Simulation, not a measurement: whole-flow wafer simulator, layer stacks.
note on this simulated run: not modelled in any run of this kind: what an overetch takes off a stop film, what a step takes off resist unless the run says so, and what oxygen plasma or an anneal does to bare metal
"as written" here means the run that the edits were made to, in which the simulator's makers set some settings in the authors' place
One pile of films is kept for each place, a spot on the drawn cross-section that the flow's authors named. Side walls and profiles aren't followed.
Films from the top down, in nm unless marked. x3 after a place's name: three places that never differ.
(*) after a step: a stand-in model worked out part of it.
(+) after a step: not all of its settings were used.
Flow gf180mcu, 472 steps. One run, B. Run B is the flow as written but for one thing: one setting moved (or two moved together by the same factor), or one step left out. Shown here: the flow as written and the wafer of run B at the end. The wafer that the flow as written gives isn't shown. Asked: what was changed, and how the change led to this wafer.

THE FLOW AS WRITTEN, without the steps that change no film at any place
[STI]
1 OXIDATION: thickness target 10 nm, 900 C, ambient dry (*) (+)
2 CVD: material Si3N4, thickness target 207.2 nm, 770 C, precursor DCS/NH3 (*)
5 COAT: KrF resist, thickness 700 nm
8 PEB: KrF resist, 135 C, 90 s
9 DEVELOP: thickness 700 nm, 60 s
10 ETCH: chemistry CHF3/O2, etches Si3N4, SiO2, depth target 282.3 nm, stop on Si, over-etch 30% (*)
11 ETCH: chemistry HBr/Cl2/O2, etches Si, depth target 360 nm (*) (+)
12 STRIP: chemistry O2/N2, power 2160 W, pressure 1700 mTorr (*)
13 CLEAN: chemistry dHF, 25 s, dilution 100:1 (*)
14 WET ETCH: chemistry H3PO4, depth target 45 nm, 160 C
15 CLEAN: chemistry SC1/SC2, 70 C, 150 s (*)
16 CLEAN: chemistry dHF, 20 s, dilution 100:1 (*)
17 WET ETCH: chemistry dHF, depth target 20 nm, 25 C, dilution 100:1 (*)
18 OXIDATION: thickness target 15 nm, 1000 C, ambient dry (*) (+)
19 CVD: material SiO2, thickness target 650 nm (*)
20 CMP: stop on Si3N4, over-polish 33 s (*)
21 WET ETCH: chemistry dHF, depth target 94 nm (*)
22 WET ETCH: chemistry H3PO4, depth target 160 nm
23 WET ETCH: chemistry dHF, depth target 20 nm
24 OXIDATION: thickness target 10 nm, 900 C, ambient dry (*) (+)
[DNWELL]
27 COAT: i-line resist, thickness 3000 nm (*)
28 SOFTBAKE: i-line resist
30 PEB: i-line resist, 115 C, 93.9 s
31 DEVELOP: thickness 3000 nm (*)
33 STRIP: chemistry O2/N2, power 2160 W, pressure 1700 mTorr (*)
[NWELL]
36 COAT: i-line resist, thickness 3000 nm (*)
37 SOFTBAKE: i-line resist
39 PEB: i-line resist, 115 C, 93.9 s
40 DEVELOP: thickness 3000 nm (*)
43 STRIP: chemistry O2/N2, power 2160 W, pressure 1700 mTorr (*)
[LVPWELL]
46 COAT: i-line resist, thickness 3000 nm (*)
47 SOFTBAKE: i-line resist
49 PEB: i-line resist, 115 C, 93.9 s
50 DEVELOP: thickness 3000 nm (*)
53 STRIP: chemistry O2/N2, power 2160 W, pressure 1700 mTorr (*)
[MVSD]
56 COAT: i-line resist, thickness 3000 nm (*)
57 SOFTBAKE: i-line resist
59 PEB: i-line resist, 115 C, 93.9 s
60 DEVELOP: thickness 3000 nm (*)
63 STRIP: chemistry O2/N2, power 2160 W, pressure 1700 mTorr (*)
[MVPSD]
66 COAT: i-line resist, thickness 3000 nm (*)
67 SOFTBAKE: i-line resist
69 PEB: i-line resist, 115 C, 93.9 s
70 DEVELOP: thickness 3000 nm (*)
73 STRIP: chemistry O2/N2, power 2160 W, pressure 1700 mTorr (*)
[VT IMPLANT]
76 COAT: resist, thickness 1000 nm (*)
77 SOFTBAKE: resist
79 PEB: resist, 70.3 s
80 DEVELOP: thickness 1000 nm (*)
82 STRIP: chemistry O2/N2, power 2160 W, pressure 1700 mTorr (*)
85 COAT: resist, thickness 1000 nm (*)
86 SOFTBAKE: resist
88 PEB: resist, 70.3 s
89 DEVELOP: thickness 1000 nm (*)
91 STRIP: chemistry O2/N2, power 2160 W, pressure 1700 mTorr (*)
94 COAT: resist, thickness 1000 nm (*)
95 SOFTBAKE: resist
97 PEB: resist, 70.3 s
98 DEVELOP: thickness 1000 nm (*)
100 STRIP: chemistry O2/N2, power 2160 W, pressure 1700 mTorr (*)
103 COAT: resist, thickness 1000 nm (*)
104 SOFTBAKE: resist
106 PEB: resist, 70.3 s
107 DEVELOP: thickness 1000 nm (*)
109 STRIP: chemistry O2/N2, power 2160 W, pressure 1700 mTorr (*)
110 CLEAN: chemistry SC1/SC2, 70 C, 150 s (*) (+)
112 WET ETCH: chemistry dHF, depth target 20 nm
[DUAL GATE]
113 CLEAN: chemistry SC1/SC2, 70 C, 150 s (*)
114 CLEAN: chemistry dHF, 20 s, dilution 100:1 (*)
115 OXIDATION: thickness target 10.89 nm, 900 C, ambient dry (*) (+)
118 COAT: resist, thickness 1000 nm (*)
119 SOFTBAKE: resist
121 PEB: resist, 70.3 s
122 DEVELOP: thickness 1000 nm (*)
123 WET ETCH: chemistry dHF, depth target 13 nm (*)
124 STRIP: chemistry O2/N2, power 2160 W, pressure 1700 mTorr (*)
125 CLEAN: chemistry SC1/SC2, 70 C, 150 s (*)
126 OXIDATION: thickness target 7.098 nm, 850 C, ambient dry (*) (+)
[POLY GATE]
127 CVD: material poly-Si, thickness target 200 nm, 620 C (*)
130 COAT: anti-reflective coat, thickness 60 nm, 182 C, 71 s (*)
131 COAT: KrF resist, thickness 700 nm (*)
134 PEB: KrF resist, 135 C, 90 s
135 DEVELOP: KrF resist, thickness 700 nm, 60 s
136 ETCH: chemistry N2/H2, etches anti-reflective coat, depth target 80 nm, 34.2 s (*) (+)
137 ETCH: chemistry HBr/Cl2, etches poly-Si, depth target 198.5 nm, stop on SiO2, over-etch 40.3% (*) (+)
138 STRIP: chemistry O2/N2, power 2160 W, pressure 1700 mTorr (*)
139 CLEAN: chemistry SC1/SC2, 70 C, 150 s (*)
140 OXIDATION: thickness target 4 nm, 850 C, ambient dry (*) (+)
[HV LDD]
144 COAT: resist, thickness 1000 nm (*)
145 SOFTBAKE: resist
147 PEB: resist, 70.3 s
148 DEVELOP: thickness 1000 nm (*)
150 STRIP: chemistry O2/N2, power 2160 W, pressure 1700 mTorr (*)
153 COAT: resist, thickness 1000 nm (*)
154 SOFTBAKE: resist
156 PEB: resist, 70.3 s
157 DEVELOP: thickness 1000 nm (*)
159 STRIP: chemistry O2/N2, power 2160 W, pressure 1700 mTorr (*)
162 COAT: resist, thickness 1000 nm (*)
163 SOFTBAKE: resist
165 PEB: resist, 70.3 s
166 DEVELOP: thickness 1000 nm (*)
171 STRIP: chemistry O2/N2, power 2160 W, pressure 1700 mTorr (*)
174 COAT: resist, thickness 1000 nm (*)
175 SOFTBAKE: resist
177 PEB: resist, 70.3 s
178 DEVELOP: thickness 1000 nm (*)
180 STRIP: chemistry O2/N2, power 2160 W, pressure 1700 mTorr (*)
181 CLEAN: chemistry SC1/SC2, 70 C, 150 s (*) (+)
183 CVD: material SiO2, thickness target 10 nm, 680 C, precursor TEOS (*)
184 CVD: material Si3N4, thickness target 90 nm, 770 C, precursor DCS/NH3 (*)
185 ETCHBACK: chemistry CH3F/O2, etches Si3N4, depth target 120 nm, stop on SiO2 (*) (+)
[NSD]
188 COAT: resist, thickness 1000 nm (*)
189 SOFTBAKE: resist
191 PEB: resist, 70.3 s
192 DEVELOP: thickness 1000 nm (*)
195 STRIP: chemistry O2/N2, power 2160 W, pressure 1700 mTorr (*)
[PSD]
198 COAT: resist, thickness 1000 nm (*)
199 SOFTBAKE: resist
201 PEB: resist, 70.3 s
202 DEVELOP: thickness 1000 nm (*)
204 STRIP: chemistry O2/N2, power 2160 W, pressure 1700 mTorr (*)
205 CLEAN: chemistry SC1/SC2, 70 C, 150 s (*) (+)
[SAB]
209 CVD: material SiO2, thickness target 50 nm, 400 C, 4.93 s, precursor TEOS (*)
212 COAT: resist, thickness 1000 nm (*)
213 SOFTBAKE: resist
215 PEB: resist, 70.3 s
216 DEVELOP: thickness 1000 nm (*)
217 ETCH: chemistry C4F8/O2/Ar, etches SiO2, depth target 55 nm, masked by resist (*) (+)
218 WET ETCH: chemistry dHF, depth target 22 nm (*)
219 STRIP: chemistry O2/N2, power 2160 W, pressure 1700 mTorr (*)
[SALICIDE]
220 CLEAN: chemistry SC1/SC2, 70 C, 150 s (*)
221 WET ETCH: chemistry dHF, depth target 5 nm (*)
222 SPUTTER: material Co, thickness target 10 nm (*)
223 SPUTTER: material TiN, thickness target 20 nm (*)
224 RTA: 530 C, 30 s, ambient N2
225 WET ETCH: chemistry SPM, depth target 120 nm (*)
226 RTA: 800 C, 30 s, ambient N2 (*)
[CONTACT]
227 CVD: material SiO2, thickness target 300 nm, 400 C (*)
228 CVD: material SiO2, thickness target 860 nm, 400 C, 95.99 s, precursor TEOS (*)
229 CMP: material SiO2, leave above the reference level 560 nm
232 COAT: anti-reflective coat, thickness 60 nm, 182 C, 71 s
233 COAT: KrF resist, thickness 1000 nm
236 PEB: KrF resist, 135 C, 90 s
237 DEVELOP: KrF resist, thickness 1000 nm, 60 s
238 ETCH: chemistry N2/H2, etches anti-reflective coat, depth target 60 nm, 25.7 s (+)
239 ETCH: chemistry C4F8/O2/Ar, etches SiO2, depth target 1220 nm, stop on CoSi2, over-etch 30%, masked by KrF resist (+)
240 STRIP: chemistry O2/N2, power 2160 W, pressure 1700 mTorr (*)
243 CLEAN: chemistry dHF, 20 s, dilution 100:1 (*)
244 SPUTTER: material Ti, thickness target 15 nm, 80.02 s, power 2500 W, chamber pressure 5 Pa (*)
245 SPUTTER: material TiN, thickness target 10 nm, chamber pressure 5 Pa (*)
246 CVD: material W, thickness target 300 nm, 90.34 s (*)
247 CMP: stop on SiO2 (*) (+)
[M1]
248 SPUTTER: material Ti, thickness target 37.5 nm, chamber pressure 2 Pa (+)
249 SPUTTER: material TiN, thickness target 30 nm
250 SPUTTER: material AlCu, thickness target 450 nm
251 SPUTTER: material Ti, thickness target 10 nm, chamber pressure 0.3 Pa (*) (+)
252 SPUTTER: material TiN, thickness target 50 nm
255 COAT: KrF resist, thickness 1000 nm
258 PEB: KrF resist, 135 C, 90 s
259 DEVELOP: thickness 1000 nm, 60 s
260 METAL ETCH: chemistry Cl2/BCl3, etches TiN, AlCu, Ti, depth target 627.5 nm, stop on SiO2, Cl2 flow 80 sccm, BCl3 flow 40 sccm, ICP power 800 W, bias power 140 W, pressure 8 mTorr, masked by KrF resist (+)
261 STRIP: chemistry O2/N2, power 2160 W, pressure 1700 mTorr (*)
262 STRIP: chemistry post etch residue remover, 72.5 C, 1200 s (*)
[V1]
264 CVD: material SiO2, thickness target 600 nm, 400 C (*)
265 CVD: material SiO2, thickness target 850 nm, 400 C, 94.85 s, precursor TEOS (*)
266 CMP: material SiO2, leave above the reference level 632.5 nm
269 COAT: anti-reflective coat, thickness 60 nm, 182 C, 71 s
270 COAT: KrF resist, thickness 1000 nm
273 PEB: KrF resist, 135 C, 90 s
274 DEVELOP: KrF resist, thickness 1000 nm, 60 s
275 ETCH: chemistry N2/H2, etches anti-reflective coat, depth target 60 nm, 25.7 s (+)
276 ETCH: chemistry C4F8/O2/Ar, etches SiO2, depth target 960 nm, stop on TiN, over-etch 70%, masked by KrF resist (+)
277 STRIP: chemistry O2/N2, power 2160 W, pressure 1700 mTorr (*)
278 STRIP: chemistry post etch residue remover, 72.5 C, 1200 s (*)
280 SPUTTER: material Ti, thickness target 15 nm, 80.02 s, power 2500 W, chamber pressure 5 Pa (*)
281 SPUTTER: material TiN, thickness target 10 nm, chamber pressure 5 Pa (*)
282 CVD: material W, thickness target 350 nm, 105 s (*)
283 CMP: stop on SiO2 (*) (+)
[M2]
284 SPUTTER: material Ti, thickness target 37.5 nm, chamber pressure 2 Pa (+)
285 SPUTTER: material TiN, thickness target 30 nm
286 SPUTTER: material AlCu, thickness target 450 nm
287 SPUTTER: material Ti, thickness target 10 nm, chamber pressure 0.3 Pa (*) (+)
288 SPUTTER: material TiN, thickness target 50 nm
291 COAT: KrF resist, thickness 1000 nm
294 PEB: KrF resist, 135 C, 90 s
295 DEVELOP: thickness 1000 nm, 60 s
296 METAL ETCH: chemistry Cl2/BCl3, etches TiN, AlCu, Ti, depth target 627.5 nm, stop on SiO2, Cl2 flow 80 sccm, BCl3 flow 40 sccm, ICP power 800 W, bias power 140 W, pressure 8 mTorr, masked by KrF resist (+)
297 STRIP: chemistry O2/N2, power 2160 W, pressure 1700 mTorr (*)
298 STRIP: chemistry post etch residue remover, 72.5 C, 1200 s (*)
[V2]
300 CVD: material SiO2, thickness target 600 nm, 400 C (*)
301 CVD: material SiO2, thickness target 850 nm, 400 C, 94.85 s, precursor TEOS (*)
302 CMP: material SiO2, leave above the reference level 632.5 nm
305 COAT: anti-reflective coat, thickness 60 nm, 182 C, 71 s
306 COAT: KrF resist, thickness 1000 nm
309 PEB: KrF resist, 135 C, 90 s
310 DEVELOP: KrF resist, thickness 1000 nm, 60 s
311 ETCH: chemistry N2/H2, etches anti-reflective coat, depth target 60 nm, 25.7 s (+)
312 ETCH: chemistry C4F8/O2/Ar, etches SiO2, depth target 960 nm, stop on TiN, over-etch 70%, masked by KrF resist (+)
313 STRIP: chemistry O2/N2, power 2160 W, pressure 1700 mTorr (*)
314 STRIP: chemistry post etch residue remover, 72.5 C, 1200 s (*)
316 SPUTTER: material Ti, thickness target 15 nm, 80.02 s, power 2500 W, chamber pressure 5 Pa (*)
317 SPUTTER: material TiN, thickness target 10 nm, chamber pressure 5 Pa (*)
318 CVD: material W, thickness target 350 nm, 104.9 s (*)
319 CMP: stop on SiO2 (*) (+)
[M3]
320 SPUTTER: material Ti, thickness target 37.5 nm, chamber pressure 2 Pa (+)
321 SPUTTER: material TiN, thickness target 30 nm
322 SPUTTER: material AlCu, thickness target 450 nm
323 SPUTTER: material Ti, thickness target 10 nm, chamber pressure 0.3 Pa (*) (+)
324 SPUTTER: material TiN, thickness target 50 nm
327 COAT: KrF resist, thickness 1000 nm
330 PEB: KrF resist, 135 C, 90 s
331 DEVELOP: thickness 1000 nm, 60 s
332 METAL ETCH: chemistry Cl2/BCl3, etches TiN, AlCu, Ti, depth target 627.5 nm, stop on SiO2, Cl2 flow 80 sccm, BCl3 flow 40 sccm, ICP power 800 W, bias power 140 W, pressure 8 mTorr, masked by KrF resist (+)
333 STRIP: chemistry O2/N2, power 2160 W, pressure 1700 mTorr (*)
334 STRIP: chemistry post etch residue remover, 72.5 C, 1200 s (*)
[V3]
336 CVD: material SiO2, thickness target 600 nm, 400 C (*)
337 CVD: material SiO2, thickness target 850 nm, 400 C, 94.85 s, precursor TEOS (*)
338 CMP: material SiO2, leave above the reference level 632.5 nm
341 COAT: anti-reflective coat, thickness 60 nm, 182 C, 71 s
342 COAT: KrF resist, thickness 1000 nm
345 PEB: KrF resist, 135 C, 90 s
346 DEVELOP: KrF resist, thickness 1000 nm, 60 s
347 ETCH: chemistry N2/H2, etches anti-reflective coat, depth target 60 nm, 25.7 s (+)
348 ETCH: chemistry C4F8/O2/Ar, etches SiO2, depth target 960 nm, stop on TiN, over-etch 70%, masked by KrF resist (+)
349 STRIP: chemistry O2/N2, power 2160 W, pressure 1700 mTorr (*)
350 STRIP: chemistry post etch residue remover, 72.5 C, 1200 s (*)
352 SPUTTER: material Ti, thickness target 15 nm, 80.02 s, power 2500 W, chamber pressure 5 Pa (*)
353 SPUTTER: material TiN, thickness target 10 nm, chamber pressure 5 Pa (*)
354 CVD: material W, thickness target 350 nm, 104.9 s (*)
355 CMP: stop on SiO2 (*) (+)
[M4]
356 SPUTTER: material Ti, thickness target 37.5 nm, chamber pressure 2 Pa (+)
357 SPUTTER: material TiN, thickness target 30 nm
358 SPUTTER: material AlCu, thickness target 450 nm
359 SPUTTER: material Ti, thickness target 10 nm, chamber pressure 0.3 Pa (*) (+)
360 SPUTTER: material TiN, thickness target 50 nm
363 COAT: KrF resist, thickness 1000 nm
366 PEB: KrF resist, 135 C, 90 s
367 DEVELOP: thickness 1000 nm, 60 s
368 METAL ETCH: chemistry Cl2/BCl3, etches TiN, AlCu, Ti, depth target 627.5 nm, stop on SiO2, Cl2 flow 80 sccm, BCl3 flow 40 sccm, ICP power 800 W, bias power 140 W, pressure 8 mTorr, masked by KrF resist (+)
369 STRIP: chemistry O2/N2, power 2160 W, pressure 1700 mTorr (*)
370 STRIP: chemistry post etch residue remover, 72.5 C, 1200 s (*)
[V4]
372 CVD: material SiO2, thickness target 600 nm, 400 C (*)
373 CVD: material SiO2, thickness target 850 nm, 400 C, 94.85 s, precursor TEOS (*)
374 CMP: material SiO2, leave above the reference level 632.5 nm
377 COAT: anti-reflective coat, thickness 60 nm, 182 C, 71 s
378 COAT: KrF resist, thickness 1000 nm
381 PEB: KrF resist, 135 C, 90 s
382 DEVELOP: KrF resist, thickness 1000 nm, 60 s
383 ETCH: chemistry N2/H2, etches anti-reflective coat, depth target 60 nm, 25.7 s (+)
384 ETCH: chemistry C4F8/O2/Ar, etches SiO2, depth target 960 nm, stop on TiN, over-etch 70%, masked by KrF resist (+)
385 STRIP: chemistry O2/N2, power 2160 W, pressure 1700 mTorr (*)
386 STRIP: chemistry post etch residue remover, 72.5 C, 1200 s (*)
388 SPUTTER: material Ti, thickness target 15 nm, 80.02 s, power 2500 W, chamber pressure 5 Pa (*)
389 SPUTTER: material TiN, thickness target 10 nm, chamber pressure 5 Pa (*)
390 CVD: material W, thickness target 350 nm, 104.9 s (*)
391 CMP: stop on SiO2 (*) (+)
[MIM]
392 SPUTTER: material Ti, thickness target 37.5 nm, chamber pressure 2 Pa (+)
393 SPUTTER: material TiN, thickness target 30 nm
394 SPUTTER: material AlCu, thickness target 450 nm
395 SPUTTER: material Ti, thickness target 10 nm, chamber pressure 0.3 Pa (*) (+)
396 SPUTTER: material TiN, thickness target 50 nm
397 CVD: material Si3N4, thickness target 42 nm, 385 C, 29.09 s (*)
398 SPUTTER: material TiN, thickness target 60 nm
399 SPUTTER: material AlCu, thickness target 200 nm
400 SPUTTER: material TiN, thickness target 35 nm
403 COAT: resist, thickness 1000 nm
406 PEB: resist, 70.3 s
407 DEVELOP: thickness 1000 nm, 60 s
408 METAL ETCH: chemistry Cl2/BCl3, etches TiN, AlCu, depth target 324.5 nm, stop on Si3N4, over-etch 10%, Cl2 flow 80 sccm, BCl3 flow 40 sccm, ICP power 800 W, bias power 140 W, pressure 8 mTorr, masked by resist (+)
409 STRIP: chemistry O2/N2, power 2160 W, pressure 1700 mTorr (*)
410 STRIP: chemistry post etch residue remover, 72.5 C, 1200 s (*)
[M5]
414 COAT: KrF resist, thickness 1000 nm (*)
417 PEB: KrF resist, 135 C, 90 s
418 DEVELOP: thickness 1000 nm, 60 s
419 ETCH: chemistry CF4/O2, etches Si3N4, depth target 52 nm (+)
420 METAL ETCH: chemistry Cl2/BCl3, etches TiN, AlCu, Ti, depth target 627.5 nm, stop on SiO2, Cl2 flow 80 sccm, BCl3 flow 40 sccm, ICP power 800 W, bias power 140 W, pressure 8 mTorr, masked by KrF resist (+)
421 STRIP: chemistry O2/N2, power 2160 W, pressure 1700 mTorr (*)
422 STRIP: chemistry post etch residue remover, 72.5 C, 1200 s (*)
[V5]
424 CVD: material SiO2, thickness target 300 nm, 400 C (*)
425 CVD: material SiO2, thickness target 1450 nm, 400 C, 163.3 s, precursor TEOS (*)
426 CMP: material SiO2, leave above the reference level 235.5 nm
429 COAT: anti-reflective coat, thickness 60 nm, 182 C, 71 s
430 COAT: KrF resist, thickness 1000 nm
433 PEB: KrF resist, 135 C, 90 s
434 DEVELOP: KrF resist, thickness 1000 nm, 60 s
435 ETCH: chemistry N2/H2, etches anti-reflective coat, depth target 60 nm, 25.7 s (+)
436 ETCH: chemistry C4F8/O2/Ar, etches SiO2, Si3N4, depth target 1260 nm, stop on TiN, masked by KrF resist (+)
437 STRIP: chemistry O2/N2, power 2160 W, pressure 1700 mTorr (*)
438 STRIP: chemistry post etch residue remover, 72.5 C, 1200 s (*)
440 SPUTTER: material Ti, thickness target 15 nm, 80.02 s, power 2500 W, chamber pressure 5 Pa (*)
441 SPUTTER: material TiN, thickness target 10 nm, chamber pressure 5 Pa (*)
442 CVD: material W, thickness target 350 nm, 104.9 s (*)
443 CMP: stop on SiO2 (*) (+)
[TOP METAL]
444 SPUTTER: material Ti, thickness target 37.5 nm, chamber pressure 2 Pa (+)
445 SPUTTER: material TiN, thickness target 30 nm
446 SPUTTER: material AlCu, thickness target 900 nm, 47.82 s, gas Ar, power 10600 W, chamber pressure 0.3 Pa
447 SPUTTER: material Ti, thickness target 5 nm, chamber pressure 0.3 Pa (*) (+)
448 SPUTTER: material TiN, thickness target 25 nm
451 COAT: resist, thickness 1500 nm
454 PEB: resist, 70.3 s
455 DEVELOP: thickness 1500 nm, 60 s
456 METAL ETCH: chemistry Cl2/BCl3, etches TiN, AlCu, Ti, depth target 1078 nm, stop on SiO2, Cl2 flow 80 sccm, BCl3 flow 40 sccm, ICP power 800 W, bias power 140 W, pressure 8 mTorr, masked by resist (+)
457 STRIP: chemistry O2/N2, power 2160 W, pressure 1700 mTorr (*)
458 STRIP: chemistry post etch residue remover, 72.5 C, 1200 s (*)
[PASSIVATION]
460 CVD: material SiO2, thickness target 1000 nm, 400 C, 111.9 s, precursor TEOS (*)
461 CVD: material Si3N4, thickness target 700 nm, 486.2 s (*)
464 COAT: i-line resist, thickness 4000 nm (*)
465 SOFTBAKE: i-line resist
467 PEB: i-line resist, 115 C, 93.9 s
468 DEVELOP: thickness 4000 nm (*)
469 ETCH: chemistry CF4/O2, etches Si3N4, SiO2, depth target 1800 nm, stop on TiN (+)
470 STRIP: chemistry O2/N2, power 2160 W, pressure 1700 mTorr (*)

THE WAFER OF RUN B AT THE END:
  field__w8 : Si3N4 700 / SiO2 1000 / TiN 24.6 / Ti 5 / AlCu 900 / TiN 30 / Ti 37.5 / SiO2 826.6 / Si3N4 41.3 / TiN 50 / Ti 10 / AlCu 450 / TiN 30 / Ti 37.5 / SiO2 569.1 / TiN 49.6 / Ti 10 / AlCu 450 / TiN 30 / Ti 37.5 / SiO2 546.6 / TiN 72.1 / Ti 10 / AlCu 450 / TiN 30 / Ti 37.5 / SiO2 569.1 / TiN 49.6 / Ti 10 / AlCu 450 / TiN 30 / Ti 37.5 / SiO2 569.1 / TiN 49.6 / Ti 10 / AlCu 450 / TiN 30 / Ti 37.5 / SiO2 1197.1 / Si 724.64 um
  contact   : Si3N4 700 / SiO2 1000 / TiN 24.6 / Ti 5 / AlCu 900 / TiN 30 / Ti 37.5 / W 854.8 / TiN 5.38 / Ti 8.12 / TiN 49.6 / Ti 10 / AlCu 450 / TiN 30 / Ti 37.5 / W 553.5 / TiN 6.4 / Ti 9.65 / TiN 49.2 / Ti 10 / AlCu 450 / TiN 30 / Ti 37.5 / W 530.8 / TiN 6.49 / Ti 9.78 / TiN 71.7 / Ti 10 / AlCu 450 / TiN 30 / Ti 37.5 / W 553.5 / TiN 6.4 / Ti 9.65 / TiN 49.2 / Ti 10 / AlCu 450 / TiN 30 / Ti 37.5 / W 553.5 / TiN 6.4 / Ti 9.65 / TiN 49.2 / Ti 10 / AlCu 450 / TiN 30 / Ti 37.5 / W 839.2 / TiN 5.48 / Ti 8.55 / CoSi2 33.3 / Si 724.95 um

The cause: step 324, SPUTTER: thickness target 72.5 nm was run, where the flow has thickness target 50 nm.

How the change led to this, step by step:
  324 SPUTTER: material TiN, thickness target 50 nm
      field, field__w1, field__w2 and 108 more: TiN +72.5 (new film) (as written it would be: TiN +50 (new film))
  332 METAL ETCH: chemistry Cl2/BCl3, etches TiN, AlCu, Ti, depth target 627.5 nm, stop on SiO2, Cl2 flow 80 sccm, BCl3 flow 40 sccm, ICP power 800 W, bias power 140 W, pressure 8 mTorr, masked by KrF resist (+)
      field, field__w1, field__w2 and 103 more: TiN -72.5 (all of it), Ti -10 (all of it), AlCu -450 (all of it), TiN -30 (all of it), Ti -37.5 (all of it) (as written it would be: TiN -50 (all of it), Ti -10 (all of it), AlCu -450 (all of it), TiN -30 (all of it), Ti -37.5 (all of it))
  338 CMP: material SiO2, leave above the reference level 632.5 nm
      field__w8, contact, m1, m1__w1, m1_nw: SiO2 -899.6 (as written it would be: SiO2 -877.1)
  348 ETCH: chemistry C4F8/O2/Ar, etches SiO2, depth target 960 nm, stop on TiN, over-etch 70%, masked by KrF resist (+)
      field, field__w1, field__w2 and 107 more: KrF resist -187 (as written it would be: KrF resist -192)
      contact: SiO2 -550 (all of it) (as written it would be: SiO2 -572.5 (all of it))
  354 CVD: material W, thickness target 350 nm, 104.9 s (*)
      contact: W +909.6 (new film) (as written it would be: W +932.3 (new film))
